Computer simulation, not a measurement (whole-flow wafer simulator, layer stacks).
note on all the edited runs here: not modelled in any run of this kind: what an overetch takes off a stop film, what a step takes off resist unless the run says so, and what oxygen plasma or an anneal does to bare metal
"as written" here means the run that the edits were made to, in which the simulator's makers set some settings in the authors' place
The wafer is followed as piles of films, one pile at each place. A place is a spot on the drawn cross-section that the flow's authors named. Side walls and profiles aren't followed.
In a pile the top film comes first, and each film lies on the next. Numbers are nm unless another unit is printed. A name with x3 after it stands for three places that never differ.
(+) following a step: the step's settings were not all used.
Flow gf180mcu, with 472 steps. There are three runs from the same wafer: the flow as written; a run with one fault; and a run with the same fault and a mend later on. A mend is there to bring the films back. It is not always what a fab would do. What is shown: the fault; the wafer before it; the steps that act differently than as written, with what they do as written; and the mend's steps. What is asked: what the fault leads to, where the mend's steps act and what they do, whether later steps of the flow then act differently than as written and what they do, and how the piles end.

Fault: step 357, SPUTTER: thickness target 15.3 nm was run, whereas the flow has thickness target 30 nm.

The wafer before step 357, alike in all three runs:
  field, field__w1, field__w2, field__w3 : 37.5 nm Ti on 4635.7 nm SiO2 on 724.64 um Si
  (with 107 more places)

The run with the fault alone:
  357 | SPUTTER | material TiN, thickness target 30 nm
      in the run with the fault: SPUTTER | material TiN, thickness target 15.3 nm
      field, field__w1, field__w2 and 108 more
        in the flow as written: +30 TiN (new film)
        in the run with the fault: +15.3 TiN (new film)
  Steps further on in the flow that do not act as written:
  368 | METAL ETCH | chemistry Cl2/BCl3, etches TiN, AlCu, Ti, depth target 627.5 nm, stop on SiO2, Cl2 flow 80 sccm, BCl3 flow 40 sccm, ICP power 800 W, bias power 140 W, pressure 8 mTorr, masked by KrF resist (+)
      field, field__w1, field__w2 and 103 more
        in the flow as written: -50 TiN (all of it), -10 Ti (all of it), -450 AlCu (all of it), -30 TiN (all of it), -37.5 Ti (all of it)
        in the run with the fault: -50 TiN (all of it), -10 Ti (all of it), -450 AlCu (all of it), -15.3 TiN (all of it), -37.5 Ti (all of it)
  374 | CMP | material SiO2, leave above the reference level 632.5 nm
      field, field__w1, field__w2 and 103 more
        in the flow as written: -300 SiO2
        in the run with the fault: -314.7 SiO2
  By the end, the piles at field__w8, contact, m1, m1__w1, m1_nw depart from the flow's by more than 2% or 0.5 nm, whichever is larger.
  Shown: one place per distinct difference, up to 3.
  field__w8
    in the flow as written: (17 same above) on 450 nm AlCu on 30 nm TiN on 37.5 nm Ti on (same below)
    in the run with the fault: (17 same above) on 450 nm AlCu on 15.3 nm TiN on 37.5 nm Ti on (same below)
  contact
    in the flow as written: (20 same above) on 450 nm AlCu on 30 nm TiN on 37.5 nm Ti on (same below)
    in the run with the fault: (20 same above) on 450 nm AlCu on 15.3 nm TiN on 37.5 nm Ti on (same below)

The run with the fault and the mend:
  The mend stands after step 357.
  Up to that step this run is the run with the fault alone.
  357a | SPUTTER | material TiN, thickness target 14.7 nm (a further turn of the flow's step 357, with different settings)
      field, field__w1, field__w2 and 108 more
        +14.7 TiN
  None of the later steps of the flow acts differently than as written at any place that is followed.
  By the end, the piles equal the flow's at every place that both follow.
